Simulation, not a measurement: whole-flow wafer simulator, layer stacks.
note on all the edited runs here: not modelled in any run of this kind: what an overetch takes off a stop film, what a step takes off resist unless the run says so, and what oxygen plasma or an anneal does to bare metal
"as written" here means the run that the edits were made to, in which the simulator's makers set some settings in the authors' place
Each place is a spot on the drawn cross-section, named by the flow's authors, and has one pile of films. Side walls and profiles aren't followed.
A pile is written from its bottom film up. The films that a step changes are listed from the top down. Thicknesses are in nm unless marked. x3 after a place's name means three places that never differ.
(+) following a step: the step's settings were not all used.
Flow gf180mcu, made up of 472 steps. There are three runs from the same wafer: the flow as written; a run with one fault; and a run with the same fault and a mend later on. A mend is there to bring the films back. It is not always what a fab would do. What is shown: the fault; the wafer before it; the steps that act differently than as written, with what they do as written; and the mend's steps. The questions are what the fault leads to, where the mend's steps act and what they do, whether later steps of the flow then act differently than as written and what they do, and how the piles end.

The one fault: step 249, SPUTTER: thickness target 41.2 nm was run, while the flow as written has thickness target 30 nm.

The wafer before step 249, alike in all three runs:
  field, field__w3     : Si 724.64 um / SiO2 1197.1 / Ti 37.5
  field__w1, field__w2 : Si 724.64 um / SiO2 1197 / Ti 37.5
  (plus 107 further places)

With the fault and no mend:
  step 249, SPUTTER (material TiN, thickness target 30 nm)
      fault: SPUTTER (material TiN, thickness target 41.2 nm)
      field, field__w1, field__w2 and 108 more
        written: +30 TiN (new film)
        fault: +41.2 TiN (new film)
  Later steps of the flow acting differently than as written:
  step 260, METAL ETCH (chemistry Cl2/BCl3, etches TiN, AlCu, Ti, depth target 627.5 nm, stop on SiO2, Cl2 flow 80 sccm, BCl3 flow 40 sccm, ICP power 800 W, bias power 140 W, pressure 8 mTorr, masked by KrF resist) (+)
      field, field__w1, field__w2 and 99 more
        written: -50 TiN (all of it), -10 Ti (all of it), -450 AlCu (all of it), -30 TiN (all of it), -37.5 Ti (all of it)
        fault: -50 TiN (all of it), -10 Ti (all of it), -450 AlCu (all of it), -41.2 TiN (all of it), -37.5 Ti (all of it)
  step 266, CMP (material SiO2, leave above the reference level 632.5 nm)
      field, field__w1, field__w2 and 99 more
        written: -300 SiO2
        fault: -288.8 SiO2
  At field__w8, contact, m1 and 6 more, the piles at the end differ from the flow's by more than 2% or 0.5 nm, whichever is larger.
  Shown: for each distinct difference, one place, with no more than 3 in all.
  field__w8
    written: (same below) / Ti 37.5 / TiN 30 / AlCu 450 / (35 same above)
    fault: (same below) / Ti 37.5 / TiN 41.2 / AlCu 450 / (35 same above)
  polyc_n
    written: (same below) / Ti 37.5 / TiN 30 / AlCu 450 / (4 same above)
    fault: (same below) / Ti 37.5 / TiN 41.2 / AlCu 450 / (4 same above)
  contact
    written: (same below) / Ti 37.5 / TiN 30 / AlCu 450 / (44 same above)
    fault: (same below) / Ti 37.5 / TiN 41.2 / AlCu 450 / (44 same above)

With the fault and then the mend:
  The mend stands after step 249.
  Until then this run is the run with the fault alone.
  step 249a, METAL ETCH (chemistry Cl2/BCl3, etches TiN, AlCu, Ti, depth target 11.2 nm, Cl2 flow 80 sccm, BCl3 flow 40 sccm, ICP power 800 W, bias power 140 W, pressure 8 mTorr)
      field, field__w1, field__w2 and 108 more
        -11.2 TiN
  Later steps of the flow that are run all act as written at every place that is followed.
  By the end, the piles equal the flow's at every place that both follow.
